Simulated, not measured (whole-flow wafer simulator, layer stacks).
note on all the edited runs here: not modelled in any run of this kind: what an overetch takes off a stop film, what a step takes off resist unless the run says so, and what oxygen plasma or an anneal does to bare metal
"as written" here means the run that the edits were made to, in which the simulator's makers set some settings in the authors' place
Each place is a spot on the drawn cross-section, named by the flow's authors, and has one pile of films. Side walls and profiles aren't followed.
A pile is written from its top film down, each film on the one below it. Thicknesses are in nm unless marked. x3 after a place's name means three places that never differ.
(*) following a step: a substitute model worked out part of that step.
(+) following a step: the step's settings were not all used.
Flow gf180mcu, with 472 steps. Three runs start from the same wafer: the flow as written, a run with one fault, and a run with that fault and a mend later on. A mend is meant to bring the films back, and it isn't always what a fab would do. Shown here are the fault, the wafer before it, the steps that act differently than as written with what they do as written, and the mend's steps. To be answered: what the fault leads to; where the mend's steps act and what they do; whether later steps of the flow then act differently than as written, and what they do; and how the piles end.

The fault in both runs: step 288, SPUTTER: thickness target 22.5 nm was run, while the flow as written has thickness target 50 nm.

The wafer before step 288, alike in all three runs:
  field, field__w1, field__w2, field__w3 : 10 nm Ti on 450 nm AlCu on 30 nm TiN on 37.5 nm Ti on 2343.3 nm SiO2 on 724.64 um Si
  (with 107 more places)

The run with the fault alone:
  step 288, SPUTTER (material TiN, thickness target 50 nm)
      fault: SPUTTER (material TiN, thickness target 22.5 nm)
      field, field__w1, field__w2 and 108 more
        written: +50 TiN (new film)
        fault: +22.5 TiN (new film)
  Steps later in the flow that act otherwise than as written (2 more steps, not shown, differ only slightly: by at most 2% or 0.5 nm, whichever is larger):
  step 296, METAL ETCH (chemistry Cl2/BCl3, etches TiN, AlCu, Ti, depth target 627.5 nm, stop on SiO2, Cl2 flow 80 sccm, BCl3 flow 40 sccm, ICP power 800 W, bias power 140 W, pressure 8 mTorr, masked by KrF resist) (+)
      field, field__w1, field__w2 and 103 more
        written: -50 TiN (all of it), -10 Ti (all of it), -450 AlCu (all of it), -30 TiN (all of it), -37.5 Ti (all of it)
        fault: -22.5 TiN (all of it), -10 Ti (all of it), -450 AlCu (all of it), -30 TiN (all of it), -37.5 Ti (all of it)
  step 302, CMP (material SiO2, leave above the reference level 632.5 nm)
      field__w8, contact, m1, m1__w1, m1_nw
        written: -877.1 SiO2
        fault: -849.6 SiO2
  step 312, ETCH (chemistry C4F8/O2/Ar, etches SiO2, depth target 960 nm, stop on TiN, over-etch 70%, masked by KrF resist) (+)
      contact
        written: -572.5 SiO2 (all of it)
        fault: -600 SiO2 (all of it)
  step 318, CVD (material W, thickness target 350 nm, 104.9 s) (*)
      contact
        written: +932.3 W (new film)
        fault: +960 W (new film)
  The piles end different from the flow's at field__w8, contact, m1, m1__w1, m1_nw by more than 2% or 0.5 nm, whichever is larger.
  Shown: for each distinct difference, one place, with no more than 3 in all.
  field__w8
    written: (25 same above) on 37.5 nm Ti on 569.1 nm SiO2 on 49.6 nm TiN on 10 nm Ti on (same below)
    fault: (25 same above) on 37.5 nm Ti on 596.6 nm SiO2 on 22.1 nm TiN on 10 nm Ti on (same below)
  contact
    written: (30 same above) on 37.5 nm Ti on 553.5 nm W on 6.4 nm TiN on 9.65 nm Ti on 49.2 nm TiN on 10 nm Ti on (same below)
    fault: (30 same above) on 37.5 nm Ti on 581.3 nm W on 6.3 nm TiN on 9.5 nm Ti on 21.7 nm TiN on 10 nm Ti on (same below)

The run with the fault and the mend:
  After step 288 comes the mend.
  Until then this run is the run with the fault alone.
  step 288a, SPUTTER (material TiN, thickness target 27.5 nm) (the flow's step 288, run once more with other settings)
      field, field__w1, field__w2 and 108 more
        +27.5 TiN
  None of the later steps of the flow acts differently than as written at any place that is followed.
  By the end, the piles equal the flow's at every place that both follow.
